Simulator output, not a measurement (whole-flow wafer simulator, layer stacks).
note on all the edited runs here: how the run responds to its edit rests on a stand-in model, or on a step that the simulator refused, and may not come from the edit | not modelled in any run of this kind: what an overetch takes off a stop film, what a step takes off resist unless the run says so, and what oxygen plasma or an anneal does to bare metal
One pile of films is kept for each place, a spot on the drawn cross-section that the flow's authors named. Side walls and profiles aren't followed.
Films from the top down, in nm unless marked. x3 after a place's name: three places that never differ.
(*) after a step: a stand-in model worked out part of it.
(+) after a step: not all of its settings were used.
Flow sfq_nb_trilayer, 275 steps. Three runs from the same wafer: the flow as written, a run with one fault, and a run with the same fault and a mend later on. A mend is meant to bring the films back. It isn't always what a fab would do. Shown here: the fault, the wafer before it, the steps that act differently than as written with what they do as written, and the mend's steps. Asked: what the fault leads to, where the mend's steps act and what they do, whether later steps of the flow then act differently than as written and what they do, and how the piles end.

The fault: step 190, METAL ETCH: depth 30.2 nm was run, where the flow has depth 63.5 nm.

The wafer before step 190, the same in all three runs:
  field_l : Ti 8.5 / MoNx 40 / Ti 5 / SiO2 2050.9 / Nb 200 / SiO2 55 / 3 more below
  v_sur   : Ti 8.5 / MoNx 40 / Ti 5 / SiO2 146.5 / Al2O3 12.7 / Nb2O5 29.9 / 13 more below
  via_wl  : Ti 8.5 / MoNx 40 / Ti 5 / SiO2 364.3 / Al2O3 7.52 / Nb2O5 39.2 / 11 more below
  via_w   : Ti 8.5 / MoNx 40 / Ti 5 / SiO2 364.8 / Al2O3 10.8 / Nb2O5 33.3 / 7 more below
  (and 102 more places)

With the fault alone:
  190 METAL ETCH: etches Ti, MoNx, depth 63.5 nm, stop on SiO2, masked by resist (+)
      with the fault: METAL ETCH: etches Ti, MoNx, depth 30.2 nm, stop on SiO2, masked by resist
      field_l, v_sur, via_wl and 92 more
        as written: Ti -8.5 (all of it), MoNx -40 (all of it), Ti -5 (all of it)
        with the fault: Ti -8.5 (all of it), MoNx -21.7
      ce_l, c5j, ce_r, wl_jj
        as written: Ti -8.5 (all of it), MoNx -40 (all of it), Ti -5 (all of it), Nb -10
        with the fault: Ti -8.5 (all of it), MoNx -21.7
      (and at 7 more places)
  Later steps of the flow that act differently than as written (9 more steps differ only slightly, by at most 2% or 0.5 nm, whichever is larger, and aren't shown):
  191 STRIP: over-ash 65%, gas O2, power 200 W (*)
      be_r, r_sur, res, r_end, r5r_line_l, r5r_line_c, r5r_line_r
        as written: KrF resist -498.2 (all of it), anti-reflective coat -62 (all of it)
        with the fault: KrF resist -511.5 (all of it), anti-reflective coat -62 (all of it)
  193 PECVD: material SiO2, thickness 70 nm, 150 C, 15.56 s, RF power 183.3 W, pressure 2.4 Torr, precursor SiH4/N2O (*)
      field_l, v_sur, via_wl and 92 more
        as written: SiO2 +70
        with the fault: SiO2 +70 (new film)
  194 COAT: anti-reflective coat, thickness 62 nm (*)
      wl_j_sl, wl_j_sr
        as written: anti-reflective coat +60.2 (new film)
        with the fault: anti-reflective coat +62 (new film)
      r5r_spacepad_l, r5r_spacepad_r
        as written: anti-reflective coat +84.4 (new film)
        with the fault: anti-reflective coat +74.4 (new film)
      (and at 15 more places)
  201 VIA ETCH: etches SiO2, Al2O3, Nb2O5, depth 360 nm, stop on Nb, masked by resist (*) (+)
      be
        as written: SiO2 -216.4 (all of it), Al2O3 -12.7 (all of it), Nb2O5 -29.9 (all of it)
        with the fault: SiO2 -69.8 (all of it), MoNx -18.3 (all of it), Ti -5 (all of it), SiO2 -146.5 (all of it), Al2O3 -12.7 (all of it), Nb2O5 -29.9 (all of it)
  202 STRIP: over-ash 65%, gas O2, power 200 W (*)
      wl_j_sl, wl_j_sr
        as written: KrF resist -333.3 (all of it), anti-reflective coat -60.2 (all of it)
        with the fault: KrF resist -333.2 (all of it), anti-reflective coat -62 (all of it)
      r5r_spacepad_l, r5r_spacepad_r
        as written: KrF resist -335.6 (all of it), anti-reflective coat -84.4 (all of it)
        with the fault: KrF resist -334.6 (all of it), anti-reflective coat -74.4 (all of it)
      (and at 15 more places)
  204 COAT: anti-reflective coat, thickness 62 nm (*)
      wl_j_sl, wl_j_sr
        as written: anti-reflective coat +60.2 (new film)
        with the fault: anti-reflective coat +62 (new film)
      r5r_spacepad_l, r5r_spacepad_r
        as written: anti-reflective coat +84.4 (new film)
        with the fault: anti-reflective coat +74.4 (new film)
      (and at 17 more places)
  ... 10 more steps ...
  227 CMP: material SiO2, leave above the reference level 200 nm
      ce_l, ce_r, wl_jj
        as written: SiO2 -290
        with the fault: SiO2 -300
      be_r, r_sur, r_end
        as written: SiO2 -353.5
        with the fault: SiO2 -330.2
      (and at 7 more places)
  At the end the piles differ from the flow's by more than 2% or 0.5 nm, whichever is larger, at field_l, v_sur, via_wl and 103 more.
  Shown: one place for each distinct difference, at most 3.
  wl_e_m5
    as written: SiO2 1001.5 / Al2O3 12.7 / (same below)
    with the fault: SiO2 855 / MoNx 18.3 / Ti 5 / SiO2 146.5 / Al2O3 12.7 / (same below)
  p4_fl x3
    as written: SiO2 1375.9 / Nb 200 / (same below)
    with the fault: SiO2 855 / MoNx 18.3 / Ti 5 / SiO2 520.9 / Nb 200 / (same below)
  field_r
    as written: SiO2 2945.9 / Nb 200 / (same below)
    with the fault: SiO2 855 / MoNx 18.3 / Ti 5 / SiO2 2090.9 / Nb 200 / (same below)

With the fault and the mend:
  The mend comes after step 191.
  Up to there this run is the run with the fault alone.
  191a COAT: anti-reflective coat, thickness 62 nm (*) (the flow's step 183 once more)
      p4_fl x3, p4_w1 x9, p4_g1 x2 and 57 more
        anti-reflective coat +62 (new film)
      via_sp, via_v, wire and 6 more
        anti-reflective coat +62.2 (new film)
      field_l, v_sur, via_wl, via_w, via_wr
        anti-reflective coat +62.1 (new film)
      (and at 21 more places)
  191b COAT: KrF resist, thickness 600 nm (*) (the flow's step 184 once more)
      p4_fl x3, p4_w1 x9, p4_g1 x2 and 57 more
        KrF resist +600 (new film)
      via_wl, via_w, via_wr, via_sp, l0v
        KrF resist +600.4 (new film)
      via_v, lsp_r, l0_sur
        KrF resist +600.5 (new film)
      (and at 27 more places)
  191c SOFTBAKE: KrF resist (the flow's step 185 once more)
      changes no film at any place that is followed
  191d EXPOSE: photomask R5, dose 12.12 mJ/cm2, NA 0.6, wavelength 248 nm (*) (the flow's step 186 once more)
      changes no film at any place that is followed
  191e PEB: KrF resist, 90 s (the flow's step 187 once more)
      field_l, v_sur, via_wl and 80 more
        KrF resist -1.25
      be, be_sur, gap and 12 more
        KrF resist -1.26
      be_r, r_sur, res, r_end
        KrF resist -1.23
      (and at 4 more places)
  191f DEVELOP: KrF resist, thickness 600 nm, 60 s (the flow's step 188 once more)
      p4_fl x3, p4_w1 x9, p4_g1 x2 and 57 more
        KrF resist -598.7 (all of it)
      be_r, r_sur, res, r_end, r5r_line_l, r5r_line_c, r5r_line_r
        KrF resist -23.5
      field_l, v_sur, via_wl, via_w
        KrF resist -599.1 (all of it)
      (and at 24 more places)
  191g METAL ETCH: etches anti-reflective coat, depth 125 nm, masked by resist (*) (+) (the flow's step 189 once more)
      p4_fl x3, p4_w1 x9, p4_g1 x2 and 57 more
        anti-reflective coat -62 (all of it)
      via_sp, via_v, wire and 6 more
        anti-reflective coat -62.2 (all of it)
      be_r, r_sur, res, r_end, r5r_line_l, r5r_line_c, r5r_line_r
        KrF resist -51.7
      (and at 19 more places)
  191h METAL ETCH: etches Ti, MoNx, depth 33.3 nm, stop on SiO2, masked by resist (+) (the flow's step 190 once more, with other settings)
      field_l, v_sur, via_wl and 92 more
        MoNx -18.3 (all of it), Ti -5 (all of it)
      be_r, r_sur, res, r_end, r5r_line_l, r5r_line_c, r5r_line_r
        KrF resist -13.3
      ce_l, c5j, ce_r, wl_jj
        MoNx -18.3 (all of it), Ti -5 (all of it), Nb -10
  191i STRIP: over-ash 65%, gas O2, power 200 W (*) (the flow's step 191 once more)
      r5r_line_l, r5r_line_c, r5r_line_r
        KrF resist -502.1 (all of it), anti-reflective coat -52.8 (all of it)
      be_r
        KrF resist -497.9 (all of it), anti-reflective coat -56.7 (all of it)
      r_sur
        KrF resist -497.7 (all of it), anti-reflective coat -59.3 (all of it)
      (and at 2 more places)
  No later step of the flow acts differently than as written at any place that is followed.
  At the end the piles are the same as the flow's at every place that both follow.
